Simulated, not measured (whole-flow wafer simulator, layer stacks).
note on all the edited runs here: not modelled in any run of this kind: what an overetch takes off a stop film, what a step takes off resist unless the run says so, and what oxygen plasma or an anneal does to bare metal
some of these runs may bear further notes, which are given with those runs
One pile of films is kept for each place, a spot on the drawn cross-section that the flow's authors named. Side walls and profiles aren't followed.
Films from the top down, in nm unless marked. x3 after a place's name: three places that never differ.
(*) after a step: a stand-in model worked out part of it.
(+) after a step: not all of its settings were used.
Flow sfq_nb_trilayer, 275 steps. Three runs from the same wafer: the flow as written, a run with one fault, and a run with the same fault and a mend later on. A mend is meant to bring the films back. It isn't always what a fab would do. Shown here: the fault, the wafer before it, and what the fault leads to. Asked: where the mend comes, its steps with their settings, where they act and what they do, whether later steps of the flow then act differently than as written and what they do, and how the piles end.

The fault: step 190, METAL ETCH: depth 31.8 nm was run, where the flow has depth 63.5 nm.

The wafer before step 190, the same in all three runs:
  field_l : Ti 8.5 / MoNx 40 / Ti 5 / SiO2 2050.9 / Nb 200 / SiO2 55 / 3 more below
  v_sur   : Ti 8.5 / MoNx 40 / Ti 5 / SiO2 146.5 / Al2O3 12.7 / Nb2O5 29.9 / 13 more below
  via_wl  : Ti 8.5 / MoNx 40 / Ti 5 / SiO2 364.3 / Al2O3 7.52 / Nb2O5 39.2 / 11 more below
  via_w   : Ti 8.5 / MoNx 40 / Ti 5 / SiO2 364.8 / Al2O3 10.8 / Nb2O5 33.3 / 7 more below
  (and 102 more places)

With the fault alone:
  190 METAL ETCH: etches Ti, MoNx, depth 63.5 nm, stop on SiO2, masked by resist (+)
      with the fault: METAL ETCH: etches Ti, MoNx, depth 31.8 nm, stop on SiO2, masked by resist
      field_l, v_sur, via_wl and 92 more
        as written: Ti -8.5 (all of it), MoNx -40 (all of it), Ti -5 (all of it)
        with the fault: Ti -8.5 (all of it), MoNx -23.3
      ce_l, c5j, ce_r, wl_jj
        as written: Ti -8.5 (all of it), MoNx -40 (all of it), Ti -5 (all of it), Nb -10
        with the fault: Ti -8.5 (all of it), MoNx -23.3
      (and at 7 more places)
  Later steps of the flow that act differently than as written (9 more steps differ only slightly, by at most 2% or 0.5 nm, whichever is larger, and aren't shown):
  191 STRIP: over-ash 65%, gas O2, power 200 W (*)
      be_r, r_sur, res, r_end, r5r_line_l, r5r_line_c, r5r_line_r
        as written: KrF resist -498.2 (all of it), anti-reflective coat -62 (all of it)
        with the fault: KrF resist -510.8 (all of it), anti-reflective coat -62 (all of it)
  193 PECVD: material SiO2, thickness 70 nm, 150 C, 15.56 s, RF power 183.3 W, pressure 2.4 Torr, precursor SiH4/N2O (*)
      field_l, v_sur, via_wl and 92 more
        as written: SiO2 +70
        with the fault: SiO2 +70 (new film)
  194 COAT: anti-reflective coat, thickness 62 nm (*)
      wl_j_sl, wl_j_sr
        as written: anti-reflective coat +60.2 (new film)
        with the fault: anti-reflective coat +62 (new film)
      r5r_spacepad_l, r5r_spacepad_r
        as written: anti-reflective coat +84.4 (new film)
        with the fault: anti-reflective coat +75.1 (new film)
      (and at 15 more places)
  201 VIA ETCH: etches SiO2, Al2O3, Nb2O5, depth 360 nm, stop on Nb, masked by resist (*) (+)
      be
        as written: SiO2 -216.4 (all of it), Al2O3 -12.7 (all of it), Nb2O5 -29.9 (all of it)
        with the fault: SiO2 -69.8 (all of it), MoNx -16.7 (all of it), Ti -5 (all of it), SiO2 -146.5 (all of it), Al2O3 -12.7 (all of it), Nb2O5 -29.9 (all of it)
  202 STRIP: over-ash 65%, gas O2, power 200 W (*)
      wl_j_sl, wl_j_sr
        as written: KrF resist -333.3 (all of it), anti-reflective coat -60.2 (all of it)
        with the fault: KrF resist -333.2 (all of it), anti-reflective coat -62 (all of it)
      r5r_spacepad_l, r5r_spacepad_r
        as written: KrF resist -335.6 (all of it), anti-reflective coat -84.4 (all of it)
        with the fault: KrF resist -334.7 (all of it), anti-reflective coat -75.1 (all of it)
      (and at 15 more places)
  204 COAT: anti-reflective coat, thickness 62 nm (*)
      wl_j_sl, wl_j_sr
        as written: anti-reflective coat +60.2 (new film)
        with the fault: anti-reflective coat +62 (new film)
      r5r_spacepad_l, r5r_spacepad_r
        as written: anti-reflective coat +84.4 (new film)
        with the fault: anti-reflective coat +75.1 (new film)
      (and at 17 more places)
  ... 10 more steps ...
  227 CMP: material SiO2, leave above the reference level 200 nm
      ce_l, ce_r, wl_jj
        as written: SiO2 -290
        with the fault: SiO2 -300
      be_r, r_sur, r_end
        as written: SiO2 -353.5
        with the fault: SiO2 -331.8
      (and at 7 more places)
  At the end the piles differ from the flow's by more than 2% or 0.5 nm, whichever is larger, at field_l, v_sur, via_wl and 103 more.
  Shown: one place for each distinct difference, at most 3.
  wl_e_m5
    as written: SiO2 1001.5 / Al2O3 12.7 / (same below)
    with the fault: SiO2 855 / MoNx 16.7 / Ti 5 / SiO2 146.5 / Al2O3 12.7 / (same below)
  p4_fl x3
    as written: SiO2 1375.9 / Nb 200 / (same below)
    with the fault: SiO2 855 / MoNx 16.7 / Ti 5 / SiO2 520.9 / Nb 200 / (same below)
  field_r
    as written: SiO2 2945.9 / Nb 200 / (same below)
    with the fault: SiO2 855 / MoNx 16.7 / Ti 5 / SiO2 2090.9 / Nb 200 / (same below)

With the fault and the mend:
  The mend comes after step 190.
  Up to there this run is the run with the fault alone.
  190a METAL ETCH: etches Ti, MoNx, depth 31.7 nm, stop on SiO2, masked by resist (+) (the flow's step 190 once more, with other settings)
      field_l, v_sur, via_wl and 92 more
        MoNx -16.7 (all of it), Ti -5 (all of it)
      be_r, r_sur, res, r_end, r5r_line_l, r5r_line_c, r5r_line_r
        KrF resist -12.7
      ce_l, c5j, ce_r, wl_jj
        MoNx -16.7 (all of it), Ti -5 (all of it), Nb -10
  No later step of the flow acts differently than as written at any place that is followed.
  At the end the piles are the same as the flow's at every place that both follow.
